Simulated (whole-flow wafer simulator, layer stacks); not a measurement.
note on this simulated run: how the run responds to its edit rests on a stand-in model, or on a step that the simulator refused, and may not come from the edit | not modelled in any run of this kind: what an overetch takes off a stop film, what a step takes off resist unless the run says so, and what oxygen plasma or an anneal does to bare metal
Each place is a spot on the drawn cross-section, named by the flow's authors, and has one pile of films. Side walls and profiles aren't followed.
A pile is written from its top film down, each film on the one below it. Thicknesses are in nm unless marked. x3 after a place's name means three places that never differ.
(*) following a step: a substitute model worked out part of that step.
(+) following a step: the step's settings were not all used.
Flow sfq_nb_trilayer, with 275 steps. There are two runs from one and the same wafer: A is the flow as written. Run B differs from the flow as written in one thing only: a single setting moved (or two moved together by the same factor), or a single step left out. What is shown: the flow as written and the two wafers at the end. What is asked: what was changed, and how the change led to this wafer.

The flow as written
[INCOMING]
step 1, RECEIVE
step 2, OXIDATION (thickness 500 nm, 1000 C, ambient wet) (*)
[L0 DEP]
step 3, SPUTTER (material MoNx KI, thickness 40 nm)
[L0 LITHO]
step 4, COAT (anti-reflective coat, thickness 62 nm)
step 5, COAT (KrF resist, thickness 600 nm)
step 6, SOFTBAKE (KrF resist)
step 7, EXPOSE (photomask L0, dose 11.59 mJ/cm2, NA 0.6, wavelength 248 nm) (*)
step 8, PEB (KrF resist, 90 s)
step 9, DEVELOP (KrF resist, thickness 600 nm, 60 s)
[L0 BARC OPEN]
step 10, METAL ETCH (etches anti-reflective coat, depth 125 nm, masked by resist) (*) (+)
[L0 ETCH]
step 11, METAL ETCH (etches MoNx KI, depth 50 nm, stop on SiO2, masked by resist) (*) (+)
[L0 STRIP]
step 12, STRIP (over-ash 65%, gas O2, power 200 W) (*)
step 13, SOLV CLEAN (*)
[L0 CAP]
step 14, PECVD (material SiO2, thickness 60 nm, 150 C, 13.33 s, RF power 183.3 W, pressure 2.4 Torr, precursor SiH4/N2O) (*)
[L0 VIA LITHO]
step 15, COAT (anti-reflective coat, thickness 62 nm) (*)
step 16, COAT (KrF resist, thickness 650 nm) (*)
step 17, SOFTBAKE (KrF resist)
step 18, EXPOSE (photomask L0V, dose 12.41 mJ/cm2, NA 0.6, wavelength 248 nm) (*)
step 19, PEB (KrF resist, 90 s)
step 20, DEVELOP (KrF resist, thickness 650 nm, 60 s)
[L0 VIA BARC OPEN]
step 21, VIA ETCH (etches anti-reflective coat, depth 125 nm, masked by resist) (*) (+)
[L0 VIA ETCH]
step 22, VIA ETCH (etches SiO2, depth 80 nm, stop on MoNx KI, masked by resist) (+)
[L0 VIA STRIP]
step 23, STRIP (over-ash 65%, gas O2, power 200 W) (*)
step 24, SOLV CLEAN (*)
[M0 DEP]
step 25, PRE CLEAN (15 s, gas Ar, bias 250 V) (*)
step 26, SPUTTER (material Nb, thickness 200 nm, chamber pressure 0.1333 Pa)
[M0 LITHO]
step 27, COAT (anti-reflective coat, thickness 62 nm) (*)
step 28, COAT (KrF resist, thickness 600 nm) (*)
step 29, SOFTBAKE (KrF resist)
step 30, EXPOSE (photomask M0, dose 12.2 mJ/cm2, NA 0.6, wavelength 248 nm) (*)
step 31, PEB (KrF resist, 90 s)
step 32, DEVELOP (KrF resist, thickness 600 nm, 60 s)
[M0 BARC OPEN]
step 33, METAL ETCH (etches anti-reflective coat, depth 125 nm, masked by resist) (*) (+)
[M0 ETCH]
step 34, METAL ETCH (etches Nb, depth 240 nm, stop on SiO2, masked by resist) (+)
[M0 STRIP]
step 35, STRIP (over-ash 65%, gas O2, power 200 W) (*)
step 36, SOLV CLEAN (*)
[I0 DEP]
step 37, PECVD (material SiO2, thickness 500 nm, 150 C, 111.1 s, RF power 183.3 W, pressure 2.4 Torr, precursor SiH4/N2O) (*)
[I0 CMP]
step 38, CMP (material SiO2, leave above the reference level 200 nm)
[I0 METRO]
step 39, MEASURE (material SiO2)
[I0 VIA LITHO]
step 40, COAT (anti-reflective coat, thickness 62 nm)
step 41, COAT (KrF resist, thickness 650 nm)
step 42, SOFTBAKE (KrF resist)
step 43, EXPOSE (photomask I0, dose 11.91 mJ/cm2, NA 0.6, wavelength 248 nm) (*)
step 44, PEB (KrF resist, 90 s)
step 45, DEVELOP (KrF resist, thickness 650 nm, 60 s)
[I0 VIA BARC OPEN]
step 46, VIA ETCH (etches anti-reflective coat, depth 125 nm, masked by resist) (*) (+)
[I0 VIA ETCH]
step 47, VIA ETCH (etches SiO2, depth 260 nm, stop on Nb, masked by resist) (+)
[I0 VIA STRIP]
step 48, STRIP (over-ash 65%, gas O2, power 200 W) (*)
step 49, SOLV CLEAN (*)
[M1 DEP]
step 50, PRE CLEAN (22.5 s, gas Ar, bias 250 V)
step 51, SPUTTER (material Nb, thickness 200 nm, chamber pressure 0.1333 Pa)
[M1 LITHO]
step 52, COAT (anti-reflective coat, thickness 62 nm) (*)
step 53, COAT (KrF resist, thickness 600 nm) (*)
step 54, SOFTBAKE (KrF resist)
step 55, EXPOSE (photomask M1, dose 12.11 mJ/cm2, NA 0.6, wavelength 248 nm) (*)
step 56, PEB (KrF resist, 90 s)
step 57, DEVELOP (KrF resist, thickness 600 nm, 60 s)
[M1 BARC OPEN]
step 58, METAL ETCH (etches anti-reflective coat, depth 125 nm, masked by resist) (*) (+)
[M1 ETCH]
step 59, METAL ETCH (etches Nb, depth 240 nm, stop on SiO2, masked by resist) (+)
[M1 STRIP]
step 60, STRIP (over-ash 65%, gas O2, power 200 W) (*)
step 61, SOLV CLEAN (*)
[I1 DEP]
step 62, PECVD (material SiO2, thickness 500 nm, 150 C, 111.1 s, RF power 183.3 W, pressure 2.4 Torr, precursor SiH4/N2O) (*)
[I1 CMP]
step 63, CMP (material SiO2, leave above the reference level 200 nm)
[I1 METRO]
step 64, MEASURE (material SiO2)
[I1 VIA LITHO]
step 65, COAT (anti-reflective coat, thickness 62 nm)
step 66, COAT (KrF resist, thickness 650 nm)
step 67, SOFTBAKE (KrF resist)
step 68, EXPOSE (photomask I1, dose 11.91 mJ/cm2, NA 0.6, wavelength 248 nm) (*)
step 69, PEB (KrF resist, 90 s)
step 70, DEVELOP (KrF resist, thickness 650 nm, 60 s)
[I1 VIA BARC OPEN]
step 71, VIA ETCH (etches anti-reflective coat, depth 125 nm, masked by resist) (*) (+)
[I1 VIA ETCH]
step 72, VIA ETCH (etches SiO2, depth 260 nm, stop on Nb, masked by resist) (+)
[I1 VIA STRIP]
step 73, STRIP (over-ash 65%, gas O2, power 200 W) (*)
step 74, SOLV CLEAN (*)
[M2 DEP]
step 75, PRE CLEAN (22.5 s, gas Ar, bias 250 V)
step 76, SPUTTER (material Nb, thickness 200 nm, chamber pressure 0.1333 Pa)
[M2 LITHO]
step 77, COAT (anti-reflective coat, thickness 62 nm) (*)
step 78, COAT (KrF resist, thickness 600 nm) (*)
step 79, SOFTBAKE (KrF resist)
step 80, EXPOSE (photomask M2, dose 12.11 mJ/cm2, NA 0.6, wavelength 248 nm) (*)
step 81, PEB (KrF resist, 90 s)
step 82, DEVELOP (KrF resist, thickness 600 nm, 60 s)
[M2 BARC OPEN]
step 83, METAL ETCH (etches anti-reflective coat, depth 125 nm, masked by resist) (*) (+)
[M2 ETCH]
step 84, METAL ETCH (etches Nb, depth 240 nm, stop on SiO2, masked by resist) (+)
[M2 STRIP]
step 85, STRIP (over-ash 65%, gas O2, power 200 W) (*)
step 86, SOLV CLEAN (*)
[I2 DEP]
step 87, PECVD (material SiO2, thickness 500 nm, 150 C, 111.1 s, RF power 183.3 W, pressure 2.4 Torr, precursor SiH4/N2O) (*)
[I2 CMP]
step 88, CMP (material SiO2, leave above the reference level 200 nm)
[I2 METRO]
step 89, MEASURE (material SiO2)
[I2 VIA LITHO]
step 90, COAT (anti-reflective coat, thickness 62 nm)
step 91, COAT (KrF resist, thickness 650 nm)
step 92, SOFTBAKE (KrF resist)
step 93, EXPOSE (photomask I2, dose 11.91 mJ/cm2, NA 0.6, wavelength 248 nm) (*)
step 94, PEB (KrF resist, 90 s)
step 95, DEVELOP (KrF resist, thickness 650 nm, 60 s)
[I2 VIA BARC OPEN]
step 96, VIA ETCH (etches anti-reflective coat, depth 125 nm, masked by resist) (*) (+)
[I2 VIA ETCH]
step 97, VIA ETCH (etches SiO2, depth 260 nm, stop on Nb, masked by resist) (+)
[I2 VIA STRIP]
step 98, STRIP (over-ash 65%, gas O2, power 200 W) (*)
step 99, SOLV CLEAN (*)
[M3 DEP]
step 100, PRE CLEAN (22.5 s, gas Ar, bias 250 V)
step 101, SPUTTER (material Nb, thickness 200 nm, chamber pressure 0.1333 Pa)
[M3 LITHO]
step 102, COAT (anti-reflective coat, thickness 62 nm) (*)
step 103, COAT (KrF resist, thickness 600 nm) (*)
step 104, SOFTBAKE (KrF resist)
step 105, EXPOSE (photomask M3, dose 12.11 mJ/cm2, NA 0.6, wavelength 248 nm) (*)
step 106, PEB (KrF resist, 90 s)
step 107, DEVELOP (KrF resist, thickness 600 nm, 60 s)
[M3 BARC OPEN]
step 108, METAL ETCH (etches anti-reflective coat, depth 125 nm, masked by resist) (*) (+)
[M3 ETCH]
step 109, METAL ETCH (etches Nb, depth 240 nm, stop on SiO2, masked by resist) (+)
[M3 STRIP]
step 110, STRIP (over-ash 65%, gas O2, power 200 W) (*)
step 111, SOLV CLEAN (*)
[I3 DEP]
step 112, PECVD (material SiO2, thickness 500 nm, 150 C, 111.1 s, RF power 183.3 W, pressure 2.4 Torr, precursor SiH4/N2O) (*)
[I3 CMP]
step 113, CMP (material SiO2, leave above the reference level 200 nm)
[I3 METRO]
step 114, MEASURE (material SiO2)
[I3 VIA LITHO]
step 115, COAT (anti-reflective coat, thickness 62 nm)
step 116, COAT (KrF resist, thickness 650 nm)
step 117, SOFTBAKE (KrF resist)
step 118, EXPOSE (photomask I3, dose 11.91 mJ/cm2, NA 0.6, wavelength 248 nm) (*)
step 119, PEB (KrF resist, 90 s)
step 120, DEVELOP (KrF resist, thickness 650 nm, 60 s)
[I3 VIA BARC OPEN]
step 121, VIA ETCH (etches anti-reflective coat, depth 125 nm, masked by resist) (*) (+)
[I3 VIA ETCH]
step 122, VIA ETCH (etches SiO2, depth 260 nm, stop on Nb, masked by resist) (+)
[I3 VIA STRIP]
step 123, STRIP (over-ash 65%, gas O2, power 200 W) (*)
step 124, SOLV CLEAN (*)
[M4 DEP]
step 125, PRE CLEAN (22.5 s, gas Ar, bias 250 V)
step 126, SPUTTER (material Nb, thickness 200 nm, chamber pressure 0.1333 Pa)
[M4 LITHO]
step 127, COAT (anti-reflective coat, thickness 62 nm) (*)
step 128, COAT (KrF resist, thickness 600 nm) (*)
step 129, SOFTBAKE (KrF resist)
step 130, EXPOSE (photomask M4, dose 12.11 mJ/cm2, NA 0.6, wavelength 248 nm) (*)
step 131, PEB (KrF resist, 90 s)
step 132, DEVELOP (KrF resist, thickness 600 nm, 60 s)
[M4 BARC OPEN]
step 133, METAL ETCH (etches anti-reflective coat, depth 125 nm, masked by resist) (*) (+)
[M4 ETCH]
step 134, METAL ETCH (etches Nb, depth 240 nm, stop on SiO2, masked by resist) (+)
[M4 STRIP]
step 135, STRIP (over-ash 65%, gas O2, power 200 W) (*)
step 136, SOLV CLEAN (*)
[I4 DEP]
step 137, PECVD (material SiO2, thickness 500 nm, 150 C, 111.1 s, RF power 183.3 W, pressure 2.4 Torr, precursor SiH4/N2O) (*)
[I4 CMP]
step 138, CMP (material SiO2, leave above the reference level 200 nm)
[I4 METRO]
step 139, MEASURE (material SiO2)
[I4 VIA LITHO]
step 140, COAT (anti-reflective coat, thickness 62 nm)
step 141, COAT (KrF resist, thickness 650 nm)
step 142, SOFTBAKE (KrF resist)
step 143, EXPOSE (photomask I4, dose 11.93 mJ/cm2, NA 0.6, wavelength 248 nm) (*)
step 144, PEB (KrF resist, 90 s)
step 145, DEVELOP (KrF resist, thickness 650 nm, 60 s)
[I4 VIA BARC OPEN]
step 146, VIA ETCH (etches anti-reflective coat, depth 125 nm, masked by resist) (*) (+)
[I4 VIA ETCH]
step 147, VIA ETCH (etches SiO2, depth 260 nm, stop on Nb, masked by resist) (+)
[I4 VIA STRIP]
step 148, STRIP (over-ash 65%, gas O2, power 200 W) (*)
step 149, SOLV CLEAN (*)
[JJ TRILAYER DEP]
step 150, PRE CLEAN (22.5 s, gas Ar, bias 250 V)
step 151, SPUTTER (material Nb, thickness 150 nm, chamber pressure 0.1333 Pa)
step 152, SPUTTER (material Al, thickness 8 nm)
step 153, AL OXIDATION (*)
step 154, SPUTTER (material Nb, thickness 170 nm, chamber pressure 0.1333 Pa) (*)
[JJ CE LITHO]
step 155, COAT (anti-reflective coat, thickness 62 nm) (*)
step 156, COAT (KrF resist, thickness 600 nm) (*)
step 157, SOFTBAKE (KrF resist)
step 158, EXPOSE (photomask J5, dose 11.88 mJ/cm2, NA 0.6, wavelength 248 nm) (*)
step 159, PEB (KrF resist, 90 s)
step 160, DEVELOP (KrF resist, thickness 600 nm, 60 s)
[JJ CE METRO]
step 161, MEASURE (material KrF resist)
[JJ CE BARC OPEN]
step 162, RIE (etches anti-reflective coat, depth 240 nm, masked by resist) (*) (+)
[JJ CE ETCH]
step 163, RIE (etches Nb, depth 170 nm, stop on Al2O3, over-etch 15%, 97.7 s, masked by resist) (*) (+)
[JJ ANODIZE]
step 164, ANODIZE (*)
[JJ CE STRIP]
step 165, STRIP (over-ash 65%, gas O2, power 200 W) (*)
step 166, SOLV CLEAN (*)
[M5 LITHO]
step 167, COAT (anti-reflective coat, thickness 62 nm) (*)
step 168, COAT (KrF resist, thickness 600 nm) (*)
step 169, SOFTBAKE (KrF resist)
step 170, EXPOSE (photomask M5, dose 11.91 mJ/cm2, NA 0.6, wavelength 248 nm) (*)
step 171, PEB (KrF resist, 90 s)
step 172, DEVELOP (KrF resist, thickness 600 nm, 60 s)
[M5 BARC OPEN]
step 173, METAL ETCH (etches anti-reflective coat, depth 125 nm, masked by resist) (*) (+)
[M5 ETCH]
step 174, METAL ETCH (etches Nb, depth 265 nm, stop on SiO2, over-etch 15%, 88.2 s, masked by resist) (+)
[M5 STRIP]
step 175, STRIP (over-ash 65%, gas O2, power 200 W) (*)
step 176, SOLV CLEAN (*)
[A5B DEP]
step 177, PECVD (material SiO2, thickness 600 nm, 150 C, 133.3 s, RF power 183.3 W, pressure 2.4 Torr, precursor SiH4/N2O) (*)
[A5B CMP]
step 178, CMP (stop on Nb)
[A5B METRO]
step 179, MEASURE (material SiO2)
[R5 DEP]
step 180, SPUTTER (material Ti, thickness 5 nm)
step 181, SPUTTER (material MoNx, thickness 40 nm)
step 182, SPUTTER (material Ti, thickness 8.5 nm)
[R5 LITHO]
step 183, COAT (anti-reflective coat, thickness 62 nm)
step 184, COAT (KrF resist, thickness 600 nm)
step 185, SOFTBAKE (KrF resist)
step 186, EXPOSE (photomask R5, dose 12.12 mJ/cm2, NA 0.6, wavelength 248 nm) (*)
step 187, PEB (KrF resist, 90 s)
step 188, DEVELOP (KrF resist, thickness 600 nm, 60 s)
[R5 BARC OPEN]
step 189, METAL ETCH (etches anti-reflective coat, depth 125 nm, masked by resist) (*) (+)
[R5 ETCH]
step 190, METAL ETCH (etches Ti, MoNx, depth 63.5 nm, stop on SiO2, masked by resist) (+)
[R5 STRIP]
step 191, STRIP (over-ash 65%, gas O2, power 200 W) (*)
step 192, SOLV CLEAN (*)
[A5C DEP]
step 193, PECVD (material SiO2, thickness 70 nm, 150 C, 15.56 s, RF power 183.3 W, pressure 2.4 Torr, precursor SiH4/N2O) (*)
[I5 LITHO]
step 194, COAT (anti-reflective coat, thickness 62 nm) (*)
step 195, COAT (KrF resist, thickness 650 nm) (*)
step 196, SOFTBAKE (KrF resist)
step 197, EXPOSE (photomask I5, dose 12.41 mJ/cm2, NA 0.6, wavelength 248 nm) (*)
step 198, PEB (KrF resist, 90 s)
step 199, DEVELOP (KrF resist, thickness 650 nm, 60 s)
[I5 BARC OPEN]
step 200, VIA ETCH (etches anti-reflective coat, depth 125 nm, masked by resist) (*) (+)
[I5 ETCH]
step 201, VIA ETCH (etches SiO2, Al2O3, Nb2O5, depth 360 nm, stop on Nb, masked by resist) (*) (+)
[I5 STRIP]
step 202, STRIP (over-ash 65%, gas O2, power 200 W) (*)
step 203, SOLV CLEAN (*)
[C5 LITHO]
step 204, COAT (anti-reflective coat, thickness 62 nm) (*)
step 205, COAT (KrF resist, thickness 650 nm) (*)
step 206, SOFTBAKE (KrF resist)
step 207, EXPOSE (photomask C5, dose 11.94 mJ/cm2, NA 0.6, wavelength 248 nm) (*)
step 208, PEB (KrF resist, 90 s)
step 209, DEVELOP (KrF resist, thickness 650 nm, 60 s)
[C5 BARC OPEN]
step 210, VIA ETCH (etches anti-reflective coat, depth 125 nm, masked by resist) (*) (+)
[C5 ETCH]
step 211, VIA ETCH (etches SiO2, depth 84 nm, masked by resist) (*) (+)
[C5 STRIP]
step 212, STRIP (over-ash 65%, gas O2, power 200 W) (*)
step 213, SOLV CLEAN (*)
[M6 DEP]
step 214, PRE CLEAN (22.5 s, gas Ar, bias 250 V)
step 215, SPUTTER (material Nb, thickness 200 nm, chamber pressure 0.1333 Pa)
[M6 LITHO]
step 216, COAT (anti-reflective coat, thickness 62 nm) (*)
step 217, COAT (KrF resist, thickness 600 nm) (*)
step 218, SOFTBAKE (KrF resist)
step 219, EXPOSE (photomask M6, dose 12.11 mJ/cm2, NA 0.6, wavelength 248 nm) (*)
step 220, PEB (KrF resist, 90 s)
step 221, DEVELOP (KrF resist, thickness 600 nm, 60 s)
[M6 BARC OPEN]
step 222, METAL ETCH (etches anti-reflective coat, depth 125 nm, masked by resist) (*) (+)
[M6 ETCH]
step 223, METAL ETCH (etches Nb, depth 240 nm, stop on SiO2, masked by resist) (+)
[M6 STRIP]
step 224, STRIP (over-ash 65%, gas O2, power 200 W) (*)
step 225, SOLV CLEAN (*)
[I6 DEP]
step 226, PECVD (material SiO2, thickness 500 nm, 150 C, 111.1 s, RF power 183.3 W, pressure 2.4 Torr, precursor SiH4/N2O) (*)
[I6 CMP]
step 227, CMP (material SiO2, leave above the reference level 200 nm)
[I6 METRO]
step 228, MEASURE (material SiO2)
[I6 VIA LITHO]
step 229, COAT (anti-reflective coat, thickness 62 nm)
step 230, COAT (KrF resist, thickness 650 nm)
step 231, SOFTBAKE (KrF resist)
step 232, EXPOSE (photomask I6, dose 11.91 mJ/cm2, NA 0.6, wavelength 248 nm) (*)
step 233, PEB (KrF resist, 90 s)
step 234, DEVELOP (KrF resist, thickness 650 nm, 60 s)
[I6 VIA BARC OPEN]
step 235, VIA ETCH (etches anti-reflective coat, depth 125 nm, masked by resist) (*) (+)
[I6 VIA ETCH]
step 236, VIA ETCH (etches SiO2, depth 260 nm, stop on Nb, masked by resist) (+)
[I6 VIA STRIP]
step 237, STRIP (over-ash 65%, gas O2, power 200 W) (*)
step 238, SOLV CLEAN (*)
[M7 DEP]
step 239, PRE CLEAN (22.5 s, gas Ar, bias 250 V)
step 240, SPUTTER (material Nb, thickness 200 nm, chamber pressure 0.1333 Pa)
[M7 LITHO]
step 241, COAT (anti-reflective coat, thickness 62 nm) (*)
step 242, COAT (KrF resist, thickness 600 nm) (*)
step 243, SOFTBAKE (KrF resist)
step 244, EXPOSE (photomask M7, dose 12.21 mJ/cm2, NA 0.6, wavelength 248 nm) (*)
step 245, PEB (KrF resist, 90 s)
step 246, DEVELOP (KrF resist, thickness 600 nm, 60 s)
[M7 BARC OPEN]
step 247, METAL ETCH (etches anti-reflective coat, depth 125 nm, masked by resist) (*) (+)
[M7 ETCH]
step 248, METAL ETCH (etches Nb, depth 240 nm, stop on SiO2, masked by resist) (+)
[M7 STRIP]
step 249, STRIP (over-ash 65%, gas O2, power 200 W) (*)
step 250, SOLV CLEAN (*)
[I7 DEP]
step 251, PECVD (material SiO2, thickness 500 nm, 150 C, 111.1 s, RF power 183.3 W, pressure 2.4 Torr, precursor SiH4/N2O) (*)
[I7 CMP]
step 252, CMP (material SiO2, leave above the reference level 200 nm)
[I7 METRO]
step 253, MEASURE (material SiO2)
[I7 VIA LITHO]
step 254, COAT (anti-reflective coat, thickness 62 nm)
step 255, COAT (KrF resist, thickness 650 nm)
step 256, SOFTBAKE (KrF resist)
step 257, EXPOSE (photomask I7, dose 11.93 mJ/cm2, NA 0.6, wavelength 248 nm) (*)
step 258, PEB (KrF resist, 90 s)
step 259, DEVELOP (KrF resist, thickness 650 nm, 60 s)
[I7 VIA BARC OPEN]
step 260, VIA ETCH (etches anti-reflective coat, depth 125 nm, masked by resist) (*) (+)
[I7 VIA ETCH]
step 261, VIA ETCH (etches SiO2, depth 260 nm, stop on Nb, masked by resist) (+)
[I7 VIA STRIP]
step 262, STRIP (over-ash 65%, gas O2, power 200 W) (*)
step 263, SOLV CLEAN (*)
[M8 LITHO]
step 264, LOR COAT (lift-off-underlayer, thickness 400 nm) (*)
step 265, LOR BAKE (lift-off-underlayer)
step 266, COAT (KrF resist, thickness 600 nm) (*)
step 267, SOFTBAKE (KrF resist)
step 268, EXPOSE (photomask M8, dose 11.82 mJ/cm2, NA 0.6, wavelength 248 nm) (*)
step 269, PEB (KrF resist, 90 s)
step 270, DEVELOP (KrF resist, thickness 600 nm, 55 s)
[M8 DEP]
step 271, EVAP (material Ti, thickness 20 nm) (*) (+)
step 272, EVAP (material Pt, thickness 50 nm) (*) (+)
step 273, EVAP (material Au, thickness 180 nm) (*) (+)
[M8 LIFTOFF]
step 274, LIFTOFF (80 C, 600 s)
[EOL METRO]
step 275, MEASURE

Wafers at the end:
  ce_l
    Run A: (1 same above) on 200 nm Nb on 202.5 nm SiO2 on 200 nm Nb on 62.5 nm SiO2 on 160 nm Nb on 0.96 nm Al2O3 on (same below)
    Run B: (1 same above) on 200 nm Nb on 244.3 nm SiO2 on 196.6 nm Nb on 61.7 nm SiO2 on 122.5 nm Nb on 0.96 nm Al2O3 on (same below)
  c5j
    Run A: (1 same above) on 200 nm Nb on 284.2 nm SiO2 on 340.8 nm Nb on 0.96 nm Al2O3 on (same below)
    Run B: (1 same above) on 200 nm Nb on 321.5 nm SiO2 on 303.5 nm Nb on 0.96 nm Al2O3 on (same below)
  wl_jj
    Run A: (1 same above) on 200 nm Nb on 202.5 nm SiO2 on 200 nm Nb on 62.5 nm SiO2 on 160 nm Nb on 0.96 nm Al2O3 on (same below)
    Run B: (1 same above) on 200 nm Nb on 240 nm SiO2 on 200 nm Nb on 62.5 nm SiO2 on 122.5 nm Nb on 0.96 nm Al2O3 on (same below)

Cause: step 190, METAL ETCH: depth 101 nm was run, while the flow as written has depth 63.5 nm.

How this came from the change, step by step:
  step 190, METAL ETCH (etches Ti, MoNx, depth 63.5 nm, stop on SiO2, masked by resist) (+)
      be_r, r_sur, res, r_end, r5r_line_l, r5r_line_c, r5r_line_r: A -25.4 KrF resist | B -40.4 KrF resist
      ce_l, c5j, ce_r, wl_jj: A -8.5 Ti (all of it), -40 MoNx (all of it), -5 Ti (all of it), -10 Nb | B -8.5 Ti (all of it), -40 MoNx (all of it), -5 Ti (all of it), -47.5 Nb
  step 191, STRIP (over-ash 65%, gas O2, power 200 W) (*)
      be_r, r_sur, res, r_end, r5r_line_l, r5r_line_c, r5r_line_r: A -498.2 KrF resist (all of it), -62 anti-reflective coat (all of it) | B -483.2 KrF resist (all of it), -62 anti-reflective coat (all of it)
  step 194, COAT (anti-reflective coat, thickness 62 nm) (*)
      wl_j_sl, wl_j_sr: A +60.2 anti-reflective coat (new film) | B +54.6 anti-reflective coat (new film)
      jj_sur: A +60.8 anti-reflective coat (new film) | B +55.1 anti-reflective coat (new film)
      (and at 5 other places as well)
  step 195, COAT (KrF resist, thickness 650 nm) (*)
      c5j: A +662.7 KrF resist (new film) | B +682.5 KrF resist (new film)
      wl_jj: A +654.8 KrF resist (new film) | B +673.2 KrF resist (new film)
  step 202, STRIP (over-ash 65%, gas O2, power 200 W) (*)
      wl_j_sl, wl_j_sr: A -333.3 KrF resist (all of it), -60.2 anti-reflective coat (all of it) | B -332.9 KrF resist (all of it), -54.6 anti-reflective coat (all of it)
      jj_sur: A -337.2 KrF resist (all of it), -60.8 anti-reflective coat (all of it) | B -337.1 KrF resist (all of it), -55.1 anti-reflective coat (all of it)
      (and at 5 other places as well)
  step 204, COAT (anti-reflective coat, thickness 62 nm) (*)
      wl_j_sl, wl_j_sr: A +60.2 anti-reflective coat (new film) | B +54.6 anti-reflective coat (new film)
      jj_sur: A +59.5 anti-reflective coat (new film) | B +53.8 anti-reflective coat (new film)
      (and at 5 other places as well)
  step 205, COAT (KrF resist, thickness 650 nm) (*)
      c5j: A +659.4 KrF resist (new film) | B +679.3 KrF resist (new film)
      wl_jj: A +654.8 KrF resist (new film) | B +673.2 KrF resist (new film)
  step 209, DEVELOP (KrF resist, thickness 650 nm, 60 s)
      c5j: A -658.1 KrF resist (all of it) | B -677.9 KrF resist (all of it)
  step 210, VIA ETCH (etches anti-reflective coat, depth 125 nm, masked by resist) (*) (+)
      c5j: A -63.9 anti-reflective coat (all of it), -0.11 SiO2 | B -74.4 anti-reflective coat (all of it), -0.05 SiO2
  step 212, STRIP (over-ash 65%, gas O2, power 200 W) (*)
      wl_j_sl, wl_j_sr: A -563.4 KrF resist (all of it), -60.2 anti-reflective coat (all of it) | B -563.1 KrF resist (all of it), -54.6 anti-reflective coat (all of it)
      jj_sur: A -562 KrF resist (all of it), -59.5 anti-reflective coat (all of it) | B -561.9 KrF resist (all of it), -53.8 anti-reflective coat (all of it)
      (and at 4 other places as well)
  step 216, COAT (anti-reflective coat, thickness 62 nm) (*)
      wl_j_sl, wl_j_sr: A +60.2 anti-reflective coat (new film) | B +54.9 anti-reflective coat (new film)
      jj_sur: A +56.1 anti-reflective coat (new film) | B +50.5 anti-reflective coat (new film)
      (and at 5 other places as well)
  step 217, COAT (KrF resist, thickness 600 nm) (*)
      ce_l: A +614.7 KrF resist (new film) | B +632.3 KrF resist (new film)
      c5j: A +636 KrF resist (new film) | B +656.5 KrF resist (new film)
      (and at 2 other places as well)
  step 224, STRIP (over-ash 65%, gas O2, power 200 W) (*)
      wl_j_sl, wl_j_sr: A -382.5 KrF resist (all of it), -60.2 anti-reflective coat (all of it) | B -381.8 KrF resist (all of it), -54.9 anti-reflective coat (all of it)
      jj_sur: A -378.5 KrF resist (all of it), -56.1 anti-reflective coat (all of it) | B -377.8 KrF resist (all of it), -50.5 anti-reflective coat (all of it)
      (and at 5 other places as well)
  step 227, CMP (material SiO2, leave above the reference level 200 nm)
      ce_l, ce_r: A -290 SiO2 | B -248.2 SiO2
      c5j: A -223 SiO2 | B -181.2 SiO2
      (and at 1 other place as well)
